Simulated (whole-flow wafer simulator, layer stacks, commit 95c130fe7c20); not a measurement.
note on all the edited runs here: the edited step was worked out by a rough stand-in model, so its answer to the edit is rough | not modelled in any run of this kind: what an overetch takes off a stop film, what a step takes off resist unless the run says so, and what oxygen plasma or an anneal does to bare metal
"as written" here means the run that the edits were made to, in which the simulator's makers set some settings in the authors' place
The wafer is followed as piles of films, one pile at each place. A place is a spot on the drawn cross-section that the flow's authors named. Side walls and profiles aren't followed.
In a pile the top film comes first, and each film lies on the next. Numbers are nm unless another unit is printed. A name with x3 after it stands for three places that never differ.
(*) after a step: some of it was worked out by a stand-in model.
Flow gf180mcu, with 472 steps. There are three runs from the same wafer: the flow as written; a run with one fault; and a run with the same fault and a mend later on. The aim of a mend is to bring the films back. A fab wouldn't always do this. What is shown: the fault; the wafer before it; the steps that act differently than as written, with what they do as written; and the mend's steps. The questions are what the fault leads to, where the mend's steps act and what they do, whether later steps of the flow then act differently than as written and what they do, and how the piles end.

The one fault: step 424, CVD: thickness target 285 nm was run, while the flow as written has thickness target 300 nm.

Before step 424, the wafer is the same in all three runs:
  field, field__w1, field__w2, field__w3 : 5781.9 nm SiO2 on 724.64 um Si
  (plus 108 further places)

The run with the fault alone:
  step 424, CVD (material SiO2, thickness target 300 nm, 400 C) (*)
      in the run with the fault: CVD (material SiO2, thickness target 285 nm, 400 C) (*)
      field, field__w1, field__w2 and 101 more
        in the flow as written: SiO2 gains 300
        in the run with the fault: SiO2 gains 285
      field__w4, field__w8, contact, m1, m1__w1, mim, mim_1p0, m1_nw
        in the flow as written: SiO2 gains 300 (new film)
        in the run with the fault: SiO2 gains 285 (new film)
  None of the later steps of the flow differs from how it acts as written, at any place that is followed, by more than 2% or 0.5 nm, whichever is larger.
  When the end is reached, the piles differ only a little from the flow's at the places that both follow, at most by 2% or 0.5 nm, whichever is larger.

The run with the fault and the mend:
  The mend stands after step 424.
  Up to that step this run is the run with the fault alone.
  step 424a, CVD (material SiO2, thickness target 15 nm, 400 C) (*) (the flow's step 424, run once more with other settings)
      field, field__w1, field__w2 and 109 more
        SiO2 gains 15
  None of the later steps of the flow acts differently than as written at any place that is followed.
  By the end, the piles equal the flow's at every place that both follow.
